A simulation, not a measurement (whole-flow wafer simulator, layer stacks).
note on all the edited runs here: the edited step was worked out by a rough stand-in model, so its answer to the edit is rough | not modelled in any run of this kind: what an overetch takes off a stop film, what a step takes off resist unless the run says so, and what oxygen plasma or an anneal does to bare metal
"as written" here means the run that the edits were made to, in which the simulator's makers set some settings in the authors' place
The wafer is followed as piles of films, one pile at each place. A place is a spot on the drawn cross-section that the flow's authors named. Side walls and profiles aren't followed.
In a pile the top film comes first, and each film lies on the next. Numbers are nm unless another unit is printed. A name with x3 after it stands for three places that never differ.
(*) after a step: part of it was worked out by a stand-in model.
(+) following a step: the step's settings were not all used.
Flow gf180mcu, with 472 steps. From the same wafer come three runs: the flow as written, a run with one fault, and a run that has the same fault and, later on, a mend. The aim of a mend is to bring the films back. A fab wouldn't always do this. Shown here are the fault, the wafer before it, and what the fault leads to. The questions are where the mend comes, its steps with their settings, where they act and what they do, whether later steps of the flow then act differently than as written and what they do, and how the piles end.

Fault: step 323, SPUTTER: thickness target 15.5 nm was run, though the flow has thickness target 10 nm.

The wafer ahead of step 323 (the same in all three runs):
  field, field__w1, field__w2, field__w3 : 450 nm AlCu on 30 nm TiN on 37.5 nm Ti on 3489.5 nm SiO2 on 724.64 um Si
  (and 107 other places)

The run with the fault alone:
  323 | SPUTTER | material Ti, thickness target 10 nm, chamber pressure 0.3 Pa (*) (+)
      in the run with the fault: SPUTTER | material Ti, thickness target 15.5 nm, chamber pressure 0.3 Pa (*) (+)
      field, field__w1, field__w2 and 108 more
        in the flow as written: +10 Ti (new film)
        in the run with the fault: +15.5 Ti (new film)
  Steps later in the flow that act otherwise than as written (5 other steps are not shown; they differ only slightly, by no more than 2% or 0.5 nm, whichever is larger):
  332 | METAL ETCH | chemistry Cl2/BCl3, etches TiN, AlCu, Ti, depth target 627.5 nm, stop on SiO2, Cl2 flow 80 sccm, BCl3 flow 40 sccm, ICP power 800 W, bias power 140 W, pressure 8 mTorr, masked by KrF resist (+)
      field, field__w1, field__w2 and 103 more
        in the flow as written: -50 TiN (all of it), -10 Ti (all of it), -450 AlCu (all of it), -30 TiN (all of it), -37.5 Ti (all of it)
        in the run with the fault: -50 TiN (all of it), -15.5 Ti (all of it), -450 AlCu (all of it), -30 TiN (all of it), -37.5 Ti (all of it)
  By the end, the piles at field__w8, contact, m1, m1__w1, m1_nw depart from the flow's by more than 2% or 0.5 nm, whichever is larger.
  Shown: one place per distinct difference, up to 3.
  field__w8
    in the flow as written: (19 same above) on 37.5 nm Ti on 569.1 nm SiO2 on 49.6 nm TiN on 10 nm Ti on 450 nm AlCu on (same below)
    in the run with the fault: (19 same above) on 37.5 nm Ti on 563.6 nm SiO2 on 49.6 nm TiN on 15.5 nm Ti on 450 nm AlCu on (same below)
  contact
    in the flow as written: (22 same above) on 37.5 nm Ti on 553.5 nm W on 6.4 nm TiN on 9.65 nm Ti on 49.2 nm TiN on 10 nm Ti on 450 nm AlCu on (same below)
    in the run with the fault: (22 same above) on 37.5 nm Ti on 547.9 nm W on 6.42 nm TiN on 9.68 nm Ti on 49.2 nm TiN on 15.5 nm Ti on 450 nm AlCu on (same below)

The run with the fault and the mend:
  After step 323 comes the mend.
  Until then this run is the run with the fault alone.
  323a | METAL ETCH | chemistry Cl2/BCl3, etches TiN, AlCu, Ti, depth target 5.5 nm, Cl2 flow 80 sccm, BCl3 flow 40 sccm, ICP power 800 W, bias power 140 W, pressure 8 mTorr (a further turn of the flow's step 260, with different settings)
      field, field__w1, field__w2 and 108 more
        -5.5 Ti
  Every later step of the flow that is run acts as written at every place that is followed.
  At every place that both follow, the piles at the end match the flow's.
